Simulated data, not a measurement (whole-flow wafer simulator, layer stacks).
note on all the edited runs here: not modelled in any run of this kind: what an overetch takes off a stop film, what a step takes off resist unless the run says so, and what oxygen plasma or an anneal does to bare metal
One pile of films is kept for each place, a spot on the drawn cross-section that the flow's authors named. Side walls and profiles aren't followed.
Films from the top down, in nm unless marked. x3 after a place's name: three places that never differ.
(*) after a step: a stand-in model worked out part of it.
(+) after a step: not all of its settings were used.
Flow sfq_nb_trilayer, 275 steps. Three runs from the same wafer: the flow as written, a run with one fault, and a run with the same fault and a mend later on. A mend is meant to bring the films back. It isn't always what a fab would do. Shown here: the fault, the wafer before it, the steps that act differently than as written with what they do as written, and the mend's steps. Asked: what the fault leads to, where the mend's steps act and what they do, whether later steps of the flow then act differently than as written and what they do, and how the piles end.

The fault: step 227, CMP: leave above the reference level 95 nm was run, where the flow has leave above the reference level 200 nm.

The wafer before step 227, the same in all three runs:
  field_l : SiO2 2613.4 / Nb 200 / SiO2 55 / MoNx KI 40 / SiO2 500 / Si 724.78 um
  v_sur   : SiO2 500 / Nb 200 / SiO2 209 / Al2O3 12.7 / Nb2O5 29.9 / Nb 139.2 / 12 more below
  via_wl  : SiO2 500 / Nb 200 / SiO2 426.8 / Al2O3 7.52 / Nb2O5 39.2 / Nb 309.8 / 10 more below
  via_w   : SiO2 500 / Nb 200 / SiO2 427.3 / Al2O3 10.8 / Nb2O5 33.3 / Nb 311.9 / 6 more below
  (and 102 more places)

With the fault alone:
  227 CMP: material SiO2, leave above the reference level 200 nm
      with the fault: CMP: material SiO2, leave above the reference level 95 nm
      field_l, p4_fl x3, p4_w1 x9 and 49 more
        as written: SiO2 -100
        with the fault: SiO2 -205
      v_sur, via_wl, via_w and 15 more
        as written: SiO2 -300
        with the fault: SiO2 -405
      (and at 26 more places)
  Later steps of the flow that act differently than as written (3 more steps differ only slightly, by at most 2% or 0.5 nm, whichever is larger, and aren't shown):
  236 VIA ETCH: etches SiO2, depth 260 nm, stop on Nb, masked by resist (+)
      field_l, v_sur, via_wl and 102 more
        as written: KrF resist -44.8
        with the fault: KrF resist -24.5
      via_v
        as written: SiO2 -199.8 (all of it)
        with the fault: SiO2 -94.8 (all of it)
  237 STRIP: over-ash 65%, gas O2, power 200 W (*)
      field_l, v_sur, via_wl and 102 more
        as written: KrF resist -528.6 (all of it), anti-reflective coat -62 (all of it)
        with the fault: KrF resist -548.9 (all of it), anti-reflective coat -62 (all of it)
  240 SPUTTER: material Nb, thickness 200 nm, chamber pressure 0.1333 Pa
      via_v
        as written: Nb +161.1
        with the fault: Nb +187.1
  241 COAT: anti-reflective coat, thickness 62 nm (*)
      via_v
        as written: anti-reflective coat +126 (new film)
        with the fault: anti-reflective coat +103.8 (new film)
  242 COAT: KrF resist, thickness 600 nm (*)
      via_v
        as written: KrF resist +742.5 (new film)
        with the fault: KrF resist +650.6 (new film)
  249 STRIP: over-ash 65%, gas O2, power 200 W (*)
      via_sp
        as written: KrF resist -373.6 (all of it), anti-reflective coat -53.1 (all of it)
        with the fault: KrF resist -382.7 (all of it), anti-reflective coat -52.7 (all of it)
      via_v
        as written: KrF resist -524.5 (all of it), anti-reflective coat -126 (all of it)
        with the fault: KrF resist -432.9 (all of it), anti-reflective coat -103.8 (all of it)
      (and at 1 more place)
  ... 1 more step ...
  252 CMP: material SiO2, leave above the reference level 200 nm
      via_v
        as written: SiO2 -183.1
        with the fault: SiO2 -193.2
  At the end the piles differ from the flow's by more than 2% or 0.5 nm, whichever is larger, at field_l, v_sur, via_wl and 103 more.
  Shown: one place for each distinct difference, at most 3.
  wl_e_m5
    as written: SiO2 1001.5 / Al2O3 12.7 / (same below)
    with the fault: SiO2 896.5 / Al2O3 12.7 / (same below)
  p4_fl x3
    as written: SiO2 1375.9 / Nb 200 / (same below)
    with the fault: SiO2 1270.9 / Nb 200 / (same below)
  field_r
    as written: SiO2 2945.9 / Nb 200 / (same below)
    with the fault: SiO2 2840.9 / Nb 200 / (same below)

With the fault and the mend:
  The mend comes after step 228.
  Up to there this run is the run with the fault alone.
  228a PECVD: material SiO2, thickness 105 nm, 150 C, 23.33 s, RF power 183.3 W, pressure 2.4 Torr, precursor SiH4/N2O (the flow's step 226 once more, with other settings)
      field_l, v_sur, via_wl and 103 more
        SiO2 +105
  No later step of the flow acts differently than as written, at any place that is followed, by more than 2% or 0.5 nm, whichever is larger.
  At the end the piles are the same as the flow's at every place that both follow.
